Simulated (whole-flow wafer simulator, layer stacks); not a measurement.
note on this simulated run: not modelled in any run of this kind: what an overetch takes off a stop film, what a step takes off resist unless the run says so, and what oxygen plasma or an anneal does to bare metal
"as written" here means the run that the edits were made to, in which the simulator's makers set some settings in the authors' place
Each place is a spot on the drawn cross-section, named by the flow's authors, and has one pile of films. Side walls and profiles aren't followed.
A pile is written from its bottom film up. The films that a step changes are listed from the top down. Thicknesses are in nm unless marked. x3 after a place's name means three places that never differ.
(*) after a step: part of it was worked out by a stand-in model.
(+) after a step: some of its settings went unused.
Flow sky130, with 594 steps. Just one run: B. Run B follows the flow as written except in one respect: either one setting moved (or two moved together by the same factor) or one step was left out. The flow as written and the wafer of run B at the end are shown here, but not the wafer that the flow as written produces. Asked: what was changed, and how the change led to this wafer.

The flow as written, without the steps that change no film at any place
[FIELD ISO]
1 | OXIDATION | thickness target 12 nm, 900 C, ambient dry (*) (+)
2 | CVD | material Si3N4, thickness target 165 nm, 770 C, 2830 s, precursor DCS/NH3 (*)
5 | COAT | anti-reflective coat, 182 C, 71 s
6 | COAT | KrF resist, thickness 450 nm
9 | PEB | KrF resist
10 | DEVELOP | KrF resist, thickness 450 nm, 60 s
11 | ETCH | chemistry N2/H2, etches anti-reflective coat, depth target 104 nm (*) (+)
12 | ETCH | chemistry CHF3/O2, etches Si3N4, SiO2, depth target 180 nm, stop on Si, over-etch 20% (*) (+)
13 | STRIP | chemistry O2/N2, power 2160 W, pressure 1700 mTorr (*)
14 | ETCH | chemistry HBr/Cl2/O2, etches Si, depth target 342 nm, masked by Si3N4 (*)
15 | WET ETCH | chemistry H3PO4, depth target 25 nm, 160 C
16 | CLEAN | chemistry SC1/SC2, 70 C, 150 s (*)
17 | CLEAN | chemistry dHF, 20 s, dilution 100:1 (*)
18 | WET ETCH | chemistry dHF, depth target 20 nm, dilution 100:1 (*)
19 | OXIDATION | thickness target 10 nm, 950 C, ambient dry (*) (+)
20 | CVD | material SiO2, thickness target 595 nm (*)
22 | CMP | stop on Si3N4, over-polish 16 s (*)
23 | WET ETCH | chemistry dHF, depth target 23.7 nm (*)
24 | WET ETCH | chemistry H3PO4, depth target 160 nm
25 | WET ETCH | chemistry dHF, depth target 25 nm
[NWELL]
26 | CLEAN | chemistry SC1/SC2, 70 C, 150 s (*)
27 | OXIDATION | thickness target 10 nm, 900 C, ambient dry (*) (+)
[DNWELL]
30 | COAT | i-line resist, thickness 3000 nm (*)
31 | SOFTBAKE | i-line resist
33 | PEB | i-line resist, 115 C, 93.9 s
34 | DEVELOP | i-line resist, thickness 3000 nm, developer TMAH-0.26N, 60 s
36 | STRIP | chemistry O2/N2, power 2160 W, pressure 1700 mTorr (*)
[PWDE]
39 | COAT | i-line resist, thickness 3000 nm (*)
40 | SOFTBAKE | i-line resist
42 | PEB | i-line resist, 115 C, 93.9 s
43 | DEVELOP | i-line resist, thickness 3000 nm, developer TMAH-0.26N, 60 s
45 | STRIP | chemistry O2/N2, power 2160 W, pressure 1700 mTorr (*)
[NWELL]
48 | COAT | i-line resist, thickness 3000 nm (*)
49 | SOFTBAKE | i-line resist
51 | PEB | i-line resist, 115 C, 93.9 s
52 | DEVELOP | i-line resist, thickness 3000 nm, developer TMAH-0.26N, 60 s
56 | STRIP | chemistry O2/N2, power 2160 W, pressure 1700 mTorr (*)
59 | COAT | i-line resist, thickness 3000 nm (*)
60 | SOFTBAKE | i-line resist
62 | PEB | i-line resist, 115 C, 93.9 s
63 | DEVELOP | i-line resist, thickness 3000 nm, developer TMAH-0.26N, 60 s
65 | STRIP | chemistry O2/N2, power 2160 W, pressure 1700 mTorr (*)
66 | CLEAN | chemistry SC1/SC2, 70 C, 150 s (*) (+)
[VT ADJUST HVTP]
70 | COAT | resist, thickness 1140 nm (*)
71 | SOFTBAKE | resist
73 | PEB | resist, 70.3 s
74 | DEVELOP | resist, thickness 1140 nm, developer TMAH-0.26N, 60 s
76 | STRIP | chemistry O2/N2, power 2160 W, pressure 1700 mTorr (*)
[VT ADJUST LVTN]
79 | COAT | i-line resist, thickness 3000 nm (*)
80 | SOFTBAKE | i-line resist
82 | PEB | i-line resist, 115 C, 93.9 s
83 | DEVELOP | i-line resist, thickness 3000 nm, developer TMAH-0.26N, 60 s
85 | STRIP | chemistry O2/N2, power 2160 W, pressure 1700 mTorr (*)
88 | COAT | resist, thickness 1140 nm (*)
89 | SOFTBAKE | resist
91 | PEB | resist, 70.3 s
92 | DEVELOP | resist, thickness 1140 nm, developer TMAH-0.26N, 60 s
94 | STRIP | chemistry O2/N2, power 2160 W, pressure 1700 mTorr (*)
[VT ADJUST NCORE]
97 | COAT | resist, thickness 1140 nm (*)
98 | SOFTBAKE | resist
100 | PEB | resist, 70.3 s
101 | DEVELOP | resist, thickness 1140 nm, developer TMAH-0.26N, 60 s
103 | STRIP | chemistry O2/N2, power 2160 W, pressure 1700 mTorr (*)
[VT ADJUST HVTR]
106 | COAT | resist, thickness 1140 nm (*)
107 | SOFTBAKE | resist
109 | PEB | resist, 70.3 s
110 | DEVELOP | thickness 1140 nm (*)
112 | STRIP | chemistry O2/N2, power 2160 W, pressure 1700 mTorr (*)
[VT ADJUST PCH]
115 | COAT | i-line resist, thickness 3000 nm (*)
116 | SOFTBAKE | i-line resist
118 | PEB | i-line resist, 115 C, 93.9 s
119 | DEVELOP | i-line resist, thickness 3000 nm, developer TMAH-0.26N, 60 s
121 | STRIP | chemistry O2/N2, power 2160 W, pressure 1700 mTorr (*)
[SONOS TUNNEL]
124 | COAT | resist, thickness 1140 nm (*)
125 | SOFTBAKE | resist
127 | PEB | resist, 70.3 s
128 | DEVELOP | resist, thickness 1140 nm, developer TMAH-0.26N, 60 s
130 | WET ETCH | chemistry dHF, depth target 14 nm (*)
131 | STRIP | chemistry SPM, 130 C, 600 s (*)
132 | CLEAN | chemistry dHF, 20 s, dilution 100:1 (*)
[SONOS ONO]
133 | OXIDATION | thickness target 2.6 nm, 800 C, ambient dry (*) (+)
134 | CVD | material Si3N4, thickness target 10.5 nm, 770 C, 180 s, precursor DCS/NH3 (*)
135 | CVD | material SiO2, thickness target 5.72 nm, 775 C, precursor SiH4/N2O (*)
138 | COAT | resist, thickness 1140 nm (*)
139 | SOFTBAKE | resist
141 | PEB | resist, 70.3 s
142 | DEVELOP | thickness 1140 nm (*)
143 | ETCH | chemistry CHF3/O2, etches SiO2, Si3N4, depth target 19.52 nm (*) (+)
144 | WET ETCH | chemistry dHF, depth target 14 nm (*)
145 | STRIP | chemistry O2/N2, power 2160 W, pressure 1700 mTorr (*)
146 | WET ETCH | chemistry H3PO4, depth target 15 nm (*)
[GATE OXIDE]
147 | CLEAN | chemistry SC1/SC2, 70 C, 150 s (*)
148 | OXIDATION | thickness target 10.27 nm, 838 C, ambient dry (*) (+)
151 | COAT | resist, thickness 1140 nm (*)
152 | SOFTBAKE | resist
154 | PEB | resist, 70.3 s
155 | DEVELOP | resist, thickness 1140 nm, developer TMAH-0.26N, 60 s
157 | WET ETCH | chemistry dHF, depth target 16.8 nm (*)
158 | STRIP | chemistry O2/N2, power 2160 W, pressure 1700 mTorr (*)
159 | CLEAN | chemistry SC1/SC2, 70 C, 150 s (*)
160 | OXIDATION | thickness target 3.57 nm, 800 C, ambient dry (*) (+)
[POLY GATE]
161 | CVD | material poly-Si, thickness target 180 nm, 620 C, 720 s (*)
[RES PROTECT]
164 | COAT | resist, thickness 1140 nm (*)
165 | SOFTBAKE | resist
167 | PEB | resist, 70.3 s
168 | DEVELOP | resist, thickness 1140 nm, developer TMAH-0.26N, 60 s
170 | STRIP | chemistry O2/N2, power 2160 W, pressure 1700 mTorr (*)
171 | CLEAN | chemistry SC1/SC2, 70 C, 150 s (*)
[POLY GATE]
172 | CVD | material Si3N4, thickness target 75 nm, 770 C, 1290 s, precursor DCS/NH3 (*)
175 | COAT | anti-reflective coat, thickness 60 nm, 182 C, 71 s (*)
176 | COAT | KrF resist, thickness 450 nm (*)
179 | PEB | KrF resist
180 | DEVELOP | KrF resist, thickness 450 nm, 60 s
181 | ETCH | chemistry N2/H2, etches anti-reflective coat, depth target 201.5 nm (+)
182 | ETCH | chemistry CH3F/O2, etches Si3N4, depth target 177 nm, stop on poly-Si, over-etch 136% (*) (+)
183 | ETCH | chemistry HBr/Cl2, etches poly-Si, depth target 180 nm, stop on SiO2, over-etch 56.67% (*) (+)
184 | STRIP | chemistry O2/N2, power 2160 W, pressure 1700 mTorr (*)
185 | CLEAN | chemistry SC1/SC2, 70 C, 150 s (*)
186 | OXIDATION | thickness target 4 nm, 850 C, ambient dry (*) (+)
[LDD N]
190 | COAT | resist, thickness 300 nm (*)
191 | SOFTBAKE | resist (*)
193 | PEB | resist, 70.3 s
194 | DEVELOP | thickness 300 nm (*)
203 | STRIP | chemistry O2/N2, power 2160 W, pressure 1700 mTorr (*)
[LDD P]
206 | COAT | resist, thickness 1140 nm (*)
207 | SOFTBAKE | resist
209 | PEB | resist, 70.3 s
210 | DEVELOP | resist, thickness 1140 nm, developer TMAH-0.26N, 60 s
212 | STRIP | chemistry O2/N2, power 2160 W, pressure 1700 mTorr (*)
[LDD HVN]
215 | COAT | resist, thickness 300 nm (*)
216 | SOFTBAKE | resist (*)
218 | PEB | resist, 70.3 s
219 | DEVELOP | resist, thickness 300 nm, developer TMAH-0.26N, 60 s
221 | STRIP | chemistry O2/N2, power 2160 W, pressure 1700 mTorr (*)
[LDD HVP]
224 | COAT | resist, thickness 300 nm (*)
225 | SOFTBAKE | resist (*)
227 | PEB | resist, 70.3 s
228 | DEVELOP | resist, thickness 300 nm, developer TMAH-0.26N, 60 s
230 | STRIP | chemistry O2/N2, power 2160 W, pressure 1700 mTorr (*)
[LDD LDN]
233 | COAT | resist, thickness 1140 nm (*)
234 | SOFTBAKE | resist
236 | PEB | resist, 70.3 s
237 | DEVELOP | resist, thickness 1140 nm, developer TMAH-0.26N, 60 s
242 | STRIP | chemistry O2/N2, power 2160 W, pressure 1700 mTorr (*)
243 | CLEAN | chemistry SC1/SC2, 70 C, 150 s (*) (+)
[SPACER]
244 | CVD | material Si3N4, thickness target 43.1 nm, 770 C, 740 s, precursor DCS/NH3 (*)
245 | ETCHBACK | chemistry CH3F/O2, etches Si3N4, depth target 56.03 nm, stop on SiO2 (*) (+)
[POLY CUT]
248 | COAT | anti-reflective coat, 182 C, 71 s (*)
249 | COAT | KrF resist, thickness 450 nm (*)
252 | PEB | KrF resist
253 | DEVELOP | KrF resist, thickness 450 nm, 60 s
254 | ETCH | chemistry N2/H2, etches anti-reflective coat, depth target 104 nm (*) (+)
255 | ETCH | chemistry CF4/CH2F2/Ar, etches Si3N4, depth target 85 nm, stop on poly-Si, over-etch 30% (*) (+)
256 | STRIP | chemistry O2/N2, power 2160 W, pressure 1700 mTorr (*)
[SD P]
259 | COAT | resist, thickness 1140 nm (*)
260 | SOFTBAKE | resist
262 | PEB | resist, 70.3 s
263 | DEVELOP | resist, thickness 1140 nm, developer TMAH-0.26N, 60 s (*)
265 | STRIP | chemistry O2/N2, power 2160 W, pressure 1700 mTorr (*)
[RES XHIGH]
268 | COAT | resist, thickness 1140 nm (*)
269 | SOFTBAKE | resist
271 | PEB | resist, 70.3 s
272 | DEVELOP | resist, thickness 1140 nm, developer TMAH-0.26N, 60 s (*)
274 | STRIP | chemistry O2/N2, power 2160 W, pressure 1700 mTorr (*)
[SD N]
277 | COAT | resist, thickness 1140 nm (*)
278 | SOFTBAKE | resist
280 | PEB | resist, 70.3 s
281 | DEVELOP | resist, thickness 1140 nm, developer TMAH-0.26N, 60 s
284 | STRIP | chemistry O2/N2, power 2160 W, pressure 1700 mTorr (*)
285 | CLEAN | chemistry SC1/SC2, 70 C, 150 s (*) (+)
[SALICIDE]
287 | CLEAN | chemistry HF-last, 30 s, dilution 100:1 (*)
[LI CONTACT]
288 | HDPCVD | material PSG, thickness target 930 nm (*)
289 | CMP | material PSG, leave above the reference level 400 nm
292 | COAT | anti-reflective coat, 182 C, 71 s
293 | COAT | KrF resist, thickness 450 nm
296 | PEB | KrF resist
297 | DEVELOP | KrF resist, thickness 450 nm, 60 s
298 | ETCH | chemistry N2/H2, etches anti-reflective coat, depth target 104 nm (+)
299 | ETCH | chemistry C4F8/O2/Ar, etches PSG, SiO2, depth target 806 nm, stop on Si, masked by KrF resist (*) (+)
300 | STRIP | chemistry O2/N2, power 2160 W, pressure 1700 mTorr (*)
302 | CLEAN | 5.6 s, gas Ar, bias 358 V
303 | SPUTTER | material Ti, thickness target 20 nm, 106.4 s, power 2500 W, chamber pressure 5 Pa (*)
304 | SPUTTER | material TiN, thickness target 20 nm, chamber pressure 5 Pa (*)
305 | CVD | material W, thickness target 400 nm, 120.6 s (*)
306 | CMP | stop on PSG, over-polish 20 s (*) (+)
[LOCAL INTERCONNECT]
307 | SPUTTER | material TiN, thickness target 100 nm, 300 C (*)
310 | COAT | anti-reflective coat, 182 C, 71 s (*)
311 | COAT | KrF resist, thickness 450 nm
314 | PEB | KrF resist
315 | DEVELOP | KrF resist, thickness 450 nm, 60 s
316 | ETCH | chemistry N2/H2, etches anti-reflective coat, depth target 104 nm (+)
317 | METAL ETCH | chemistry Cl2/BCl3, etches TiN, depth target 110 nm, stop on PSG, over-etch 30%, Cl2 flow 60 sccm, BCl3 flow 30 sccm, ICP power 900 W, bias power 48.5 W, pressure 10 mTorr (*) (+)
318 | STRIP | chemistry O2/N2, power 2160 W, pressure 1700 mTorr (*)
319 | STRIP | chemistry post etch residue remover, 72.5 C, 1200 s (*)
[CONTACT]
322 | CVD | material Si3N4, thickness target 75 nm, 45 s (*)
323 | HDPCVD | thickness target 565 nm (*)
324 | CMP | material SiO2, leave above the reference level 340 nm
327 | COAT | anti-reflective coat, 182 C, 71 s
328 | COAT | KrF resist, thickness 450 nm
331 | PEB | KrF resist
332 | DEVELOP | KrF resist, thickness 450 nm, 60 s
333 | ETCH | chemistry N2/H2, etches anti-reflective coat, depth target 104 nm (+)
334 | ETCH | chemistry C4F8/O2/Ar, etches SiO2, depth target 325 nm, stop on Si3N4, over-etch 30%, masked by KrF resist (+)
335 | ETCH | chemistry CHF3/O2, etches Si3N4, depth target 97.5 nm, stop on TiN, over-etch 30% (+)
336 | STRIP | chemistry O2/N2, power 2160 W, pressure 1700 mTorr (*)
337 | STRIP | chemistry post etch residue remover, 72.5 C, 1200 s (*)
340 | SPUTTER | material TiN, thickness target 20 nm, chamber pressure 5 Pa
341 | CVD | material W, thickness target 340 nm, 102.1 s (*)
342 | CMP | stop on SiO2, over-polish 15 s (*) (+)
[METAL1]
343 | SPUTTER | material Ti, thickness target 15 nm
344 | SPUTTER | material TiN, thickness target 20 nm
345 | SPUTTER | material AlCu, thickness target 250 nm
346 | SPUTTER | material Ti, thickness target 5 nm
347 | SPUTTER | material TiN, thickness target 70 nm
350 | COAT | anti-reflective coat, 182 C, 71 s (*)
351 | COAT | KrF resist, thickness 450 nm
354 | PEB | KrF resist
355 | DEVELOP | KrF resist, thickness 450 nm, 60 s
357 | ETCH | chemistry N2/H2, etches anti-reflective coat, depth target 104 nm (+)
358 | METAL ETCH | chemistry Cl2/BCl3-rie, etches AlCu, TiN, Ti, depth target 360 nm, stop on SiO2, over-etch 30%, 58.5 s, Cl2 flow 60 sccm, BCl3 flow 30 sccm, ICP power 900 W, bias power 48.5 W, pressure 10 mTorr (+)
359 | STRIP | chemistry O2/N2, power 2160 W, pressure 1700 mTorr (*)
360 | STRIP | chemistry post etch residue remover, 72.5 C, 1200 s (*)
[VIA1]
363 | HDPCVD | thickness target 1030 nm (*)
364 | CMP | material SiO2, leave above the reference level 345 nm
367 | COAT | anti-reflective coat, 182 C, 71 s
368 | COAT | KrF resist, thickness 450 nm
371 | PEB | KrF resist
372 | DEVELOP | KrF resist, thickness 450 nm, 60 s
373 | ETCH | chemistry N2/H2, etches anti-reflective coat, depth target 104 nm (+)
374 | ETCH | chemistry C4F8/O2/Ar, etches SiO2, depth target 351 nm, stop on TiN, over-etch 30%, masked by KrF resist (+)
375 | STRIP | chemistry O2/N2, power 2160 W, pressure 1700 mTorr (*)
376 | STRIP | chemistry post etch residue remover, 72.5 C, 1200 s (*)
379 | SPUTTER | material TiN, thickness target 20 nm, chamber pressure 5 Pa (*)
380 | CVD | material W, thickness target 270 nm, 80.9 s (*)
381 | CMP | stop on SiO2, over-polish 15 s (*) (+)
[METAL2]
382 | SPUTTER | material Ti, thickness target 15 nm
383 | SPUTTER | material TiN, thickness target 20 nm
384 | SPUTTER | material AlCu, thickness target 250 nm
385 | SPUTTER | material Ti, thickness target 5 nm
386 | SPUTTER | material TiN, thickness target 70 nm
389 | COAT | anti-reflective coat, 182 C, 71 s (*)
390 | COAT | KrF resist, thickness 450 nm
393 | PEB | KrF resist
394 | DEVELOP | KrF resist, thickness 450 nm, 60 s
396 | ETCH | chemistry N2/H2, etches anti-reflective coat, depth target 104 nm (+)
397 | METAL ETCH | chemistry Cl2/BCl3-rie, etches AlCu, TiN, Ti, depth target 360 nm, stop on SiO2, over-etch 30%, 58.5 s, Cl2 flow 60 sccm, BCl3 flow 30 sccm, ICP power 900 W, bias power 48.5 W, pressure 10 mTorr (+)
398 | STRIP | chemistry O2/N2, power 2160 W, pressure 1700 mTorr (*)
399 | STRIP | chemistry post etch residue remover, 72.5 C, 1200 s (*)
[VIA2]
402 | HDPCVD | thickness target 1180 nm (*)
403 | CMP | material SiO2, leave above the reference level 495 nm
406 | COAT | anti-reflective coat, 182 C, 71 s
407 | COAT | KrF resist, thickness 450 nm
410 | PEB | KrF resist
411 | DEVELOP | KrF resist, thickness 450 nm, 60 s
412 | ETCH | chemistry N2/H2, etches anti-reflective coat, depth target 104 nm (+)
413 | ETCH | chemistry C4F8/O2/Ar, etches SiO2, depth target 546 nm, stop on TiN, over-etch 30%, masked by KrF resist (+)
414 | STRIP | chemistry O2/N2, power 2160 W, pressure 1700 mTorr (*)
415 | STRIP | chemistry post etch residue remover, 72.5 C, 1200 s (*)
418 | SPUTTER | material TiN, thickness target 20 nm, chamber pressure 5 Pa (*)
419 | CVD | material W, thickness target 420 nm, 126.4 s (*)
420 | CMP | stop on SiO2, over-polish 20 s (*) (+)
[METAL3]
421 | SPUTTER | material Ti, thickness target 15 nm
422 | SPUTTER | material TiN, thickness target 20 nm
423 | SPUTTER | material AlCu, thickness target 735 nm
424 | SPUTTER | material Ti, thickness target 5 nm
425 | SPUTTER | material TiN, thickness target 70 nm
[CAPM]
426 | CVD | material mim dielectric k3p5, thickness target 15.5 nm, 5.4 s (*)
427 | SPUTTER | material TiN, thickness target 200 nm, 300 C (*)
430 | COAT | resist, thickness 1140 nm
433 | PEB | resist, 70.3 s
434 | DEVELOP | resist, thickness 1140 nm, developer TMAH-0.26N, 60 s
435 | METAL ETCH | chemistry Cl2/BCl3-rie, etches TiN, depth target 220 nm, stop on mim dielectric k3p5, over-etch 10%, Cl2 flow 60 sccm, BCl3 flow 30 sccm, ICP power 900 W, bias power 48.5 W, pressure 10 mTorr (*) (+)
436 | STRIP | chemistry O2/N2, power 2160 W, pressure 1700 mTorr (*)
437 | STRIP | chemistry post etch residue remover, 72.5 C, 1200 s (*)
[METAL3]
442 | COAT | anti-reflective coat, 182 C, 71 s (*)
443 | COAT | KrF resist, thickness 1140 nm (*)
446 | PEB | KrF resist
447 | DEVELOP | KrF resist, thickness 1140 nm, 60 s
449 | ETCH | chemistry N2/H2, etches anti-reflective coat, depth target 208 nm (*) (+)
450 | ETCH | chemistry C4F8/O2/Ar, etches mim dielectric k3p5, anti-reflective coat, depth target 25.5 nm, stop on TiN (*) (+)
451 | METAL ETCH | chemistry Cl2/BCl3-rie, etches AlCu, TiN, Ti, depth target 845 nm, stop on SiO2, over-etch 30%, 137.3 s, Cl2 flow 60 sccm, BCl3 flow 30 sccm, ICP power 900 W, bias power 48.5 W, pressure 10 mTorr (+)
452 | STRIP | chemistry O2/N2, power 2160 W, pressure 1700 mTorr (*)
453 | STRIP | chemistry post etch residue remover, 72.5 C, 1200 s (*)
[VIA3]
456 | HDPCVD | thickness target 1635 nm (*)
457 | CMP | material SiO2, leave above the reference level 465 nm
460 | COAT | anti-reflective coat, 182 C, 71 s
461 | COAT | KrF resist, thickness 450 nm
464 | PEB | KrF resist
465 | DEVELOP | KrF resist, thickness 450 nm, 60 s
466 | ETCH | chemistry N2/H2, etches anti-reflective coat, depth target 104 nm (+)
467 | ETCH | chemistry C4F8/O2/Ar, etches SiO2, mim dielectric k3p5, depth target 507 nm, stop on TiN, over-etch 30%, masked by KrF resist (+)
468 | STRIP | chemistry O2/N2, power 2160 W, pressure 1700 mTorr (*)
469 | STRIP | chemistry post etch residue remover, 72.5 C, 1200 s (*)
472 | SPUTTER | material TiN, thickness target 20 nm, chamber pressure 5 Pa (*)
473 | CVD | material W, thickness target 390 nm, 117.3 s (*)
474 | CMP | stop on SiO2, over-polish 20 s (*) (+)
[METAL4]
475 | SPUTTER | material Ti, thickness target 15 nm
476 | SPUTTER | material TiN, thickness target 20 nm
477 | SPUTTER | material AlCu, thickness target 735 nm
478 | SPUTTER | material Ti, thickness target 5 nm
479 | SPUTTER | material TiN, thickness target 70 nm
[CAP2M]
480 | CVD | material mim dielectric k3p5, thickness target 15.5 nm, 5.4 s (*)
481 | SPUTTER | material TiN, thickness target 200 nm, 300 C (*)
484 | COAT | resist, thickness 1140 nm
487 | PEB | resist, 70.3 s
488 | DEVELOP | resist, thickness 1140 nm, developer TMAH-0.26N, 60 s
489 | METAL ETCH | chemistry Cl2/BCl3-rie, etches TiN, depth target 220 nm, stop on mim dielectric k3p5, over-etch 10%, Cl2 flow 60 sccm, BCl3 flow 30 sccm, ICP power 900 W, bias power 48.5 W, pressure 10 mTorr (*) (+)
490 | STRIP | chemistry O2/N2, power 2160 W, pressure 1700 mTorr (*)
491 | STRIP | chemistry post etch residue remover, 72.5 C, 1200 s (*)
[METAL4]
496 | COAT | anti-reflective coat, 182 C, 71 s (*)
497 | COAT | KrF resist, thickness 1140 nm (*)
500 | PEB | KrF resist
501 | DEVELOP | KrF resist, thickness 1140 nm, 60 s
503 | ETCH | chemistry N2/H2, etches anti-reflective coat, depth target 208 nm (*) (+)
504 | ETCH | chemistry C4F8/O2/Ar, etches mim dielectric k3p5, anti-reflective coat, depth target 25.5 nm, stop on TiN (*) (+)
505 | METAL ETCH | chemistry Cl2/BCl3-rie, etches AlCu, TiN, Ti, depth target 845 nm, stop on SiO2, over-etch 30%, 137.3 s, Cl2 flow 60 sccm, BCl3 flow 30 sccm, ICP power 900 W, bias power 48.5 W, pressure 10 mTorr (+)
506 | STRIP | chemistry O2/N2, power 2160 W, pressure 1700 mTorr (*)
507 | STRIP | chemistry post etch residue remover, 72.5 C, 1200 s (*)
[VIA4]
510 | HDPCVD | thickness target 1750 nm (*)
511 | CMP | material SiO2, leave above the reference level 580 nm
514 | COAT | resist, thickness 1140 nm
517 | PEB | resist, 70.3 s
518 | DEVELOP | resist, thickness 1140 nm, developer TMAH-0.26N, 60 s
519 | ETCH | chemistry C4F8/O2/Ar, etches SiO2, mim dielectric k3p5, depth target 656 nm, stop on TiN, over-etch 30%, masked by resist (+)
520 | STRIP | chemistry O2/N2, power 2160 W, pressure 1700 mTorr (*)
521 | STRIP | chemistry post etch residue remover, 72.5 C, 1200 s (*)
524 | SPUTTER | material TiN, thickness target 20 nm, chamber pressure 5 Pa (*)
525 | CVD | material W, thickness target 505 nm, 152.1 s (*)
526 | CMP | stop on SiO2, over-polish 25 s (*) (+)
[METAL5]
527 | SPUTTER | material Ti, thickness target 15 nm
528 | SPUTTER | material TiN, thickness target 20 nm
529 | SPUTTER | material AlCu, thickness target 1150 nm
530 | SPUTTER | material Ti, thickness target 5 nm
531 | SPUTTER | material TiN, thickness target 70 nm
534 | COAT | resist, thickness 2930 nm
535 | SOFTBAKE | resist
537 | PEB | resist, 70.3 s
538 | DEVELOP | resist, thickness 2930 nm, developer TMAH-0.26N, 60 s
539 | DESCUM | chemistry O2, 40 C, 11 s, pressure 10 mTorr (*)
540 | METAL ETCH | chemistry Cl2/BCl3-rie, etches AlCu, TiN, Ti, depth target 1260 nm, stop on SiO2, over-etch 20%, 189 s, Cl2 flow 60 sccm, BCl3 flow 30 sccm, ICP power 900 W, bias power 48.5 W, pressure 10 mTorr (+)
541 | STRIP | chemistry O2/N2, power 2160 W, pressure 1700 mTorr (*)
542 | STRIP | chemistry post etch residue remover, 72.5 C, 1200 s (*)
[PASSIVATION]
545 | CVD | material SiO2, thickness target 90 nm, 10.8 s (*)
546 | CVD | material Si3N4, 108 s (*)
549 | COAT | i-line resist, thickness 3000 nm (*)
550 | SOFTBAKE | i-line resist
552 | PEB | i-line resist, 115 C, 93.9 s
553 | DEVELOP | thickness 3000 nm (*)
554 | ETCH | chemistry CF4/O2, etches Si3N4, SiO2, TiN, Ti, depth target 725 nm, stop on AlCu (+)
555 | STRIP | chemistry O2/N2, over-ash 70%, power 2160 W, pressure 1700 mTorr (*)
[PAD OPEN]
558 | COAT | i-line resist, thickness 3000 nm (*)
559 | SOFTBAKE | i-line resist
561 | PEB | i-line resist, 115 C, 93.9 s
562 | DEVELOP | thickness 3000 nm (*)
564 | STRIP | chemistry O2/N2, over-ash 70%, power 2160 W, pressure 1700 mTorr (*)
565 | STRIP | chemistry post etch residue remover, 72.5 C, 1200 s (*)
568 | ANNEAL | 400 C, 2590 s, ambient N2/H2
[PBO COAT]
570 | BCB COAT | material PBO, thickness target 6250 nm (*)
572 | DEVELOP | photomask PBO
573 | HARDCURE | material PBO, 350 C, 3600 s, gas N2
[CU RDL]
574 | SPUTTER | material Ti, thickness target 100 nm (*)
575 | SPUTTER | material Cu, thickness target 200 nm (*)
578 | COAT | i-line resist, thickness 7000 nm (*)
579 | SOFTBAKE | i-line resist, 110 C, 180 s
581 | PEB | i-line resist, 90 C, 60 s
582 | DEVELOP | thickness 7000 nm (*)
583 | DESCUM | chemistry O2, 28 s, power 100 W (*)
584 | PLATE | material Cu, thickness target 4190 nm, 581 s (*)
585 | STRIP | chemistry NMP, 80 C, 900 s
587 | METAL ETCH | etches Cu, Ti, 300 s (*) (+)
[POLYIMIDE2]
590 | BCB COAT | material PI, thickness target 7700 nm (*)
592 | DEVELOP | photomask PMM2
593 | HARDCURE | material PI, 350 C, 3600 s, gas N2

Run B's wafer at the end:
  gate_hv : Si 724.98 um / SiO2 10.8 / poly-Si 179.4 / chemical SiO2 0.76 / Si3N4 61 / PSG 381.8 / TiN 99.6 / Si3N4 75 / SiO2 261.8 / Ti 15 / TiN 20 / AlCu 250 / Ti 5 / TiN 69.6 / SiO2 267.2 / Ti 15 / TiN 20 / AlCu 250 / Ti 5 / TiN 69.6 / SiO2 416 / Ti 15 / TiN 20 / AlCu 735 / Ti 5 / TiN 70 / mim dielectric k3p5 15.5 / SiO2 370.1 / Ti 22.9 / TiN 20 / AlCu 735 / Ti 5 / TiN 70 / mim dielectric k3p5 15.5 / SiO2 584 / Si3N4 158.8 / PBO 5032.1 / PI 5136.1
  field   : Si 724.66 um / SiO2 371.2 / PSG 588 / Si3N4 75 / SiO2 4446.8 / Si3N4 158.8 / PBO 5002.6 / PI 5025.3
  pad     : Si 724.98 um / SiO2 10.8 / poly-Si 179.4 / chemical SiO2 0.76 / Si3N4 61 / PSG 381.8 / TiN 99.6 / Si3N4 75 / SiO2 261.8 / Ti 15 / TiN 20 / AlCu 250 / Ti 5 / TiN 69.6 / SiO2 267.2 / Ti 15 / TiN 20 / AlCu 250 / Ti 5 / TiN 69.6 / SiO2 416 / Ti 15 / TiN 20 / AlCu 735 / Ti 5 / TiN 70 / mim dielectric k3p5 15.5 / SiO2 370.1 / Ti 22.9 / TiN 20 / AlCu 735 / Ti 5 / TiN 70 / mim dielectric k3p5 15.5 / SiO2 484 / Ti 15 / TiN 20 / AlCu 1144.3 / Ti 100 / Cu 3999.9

Cause: step 475, SPUTTER: thickness target 22.9 nm was run, while the flow as written has thickness target 15 nm.
The wafer itself shows it: gate_hv has Ti 22.9, and step 475 as written asks for 15 nm.

The path from the change to this, step by step:
  475 | SPUTTER | material Ti, thickness target 15 nm
      field, active, n_well and 189 more: Ti gains 22.9 (new film) (it would be, as written: Ti gains 15 (new film))
  505 | METAL ETCH | chemistry Cl2/BCl3-rie, etches AlCu, TiN, Ti, depth target 845 nm, stop on SiO2, over-etch 30%, 137.3 s, Cl2 flow 60 sccm, BCl3 flow 30 sccm, ICP power 900 W, bias power 48.5 W, pressure 10 mTorr (+)
      field, gate, spacer and 68 more: TiN loses 70 (all of it), Ti loses 5 (all of it), AlCu loses 735 (all of it), TiN loses 20 (all of it), Ti loses 22.9 (all of it), SiO2 loses 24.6 (it would be, as written: TiN loses 70 (all of it), Ti loses 5 (all of it), AlCu loses 735 (all of it), TiN loses 20 (all of it), Ti loses 15 (all of it), SiO2 loses 25.4)
      active, vpp_iso1, mim_edge_plate and 14 more: TiN loses 70 (all of it), Ti loses 5 (all of it), AlCu loses 735 (all of it), TiN loses 20 (all of it), Ti loses 22.9 (all of it), SiO2 loses 24.6 (it would be, as written: TiN loses 70 (all of it), Ti loses 5 (all of it), AlCu loses 735 (all of it), TiN loses 20 (all of it), Ti loses 15 (all of it), SiO2 loses 25.3)
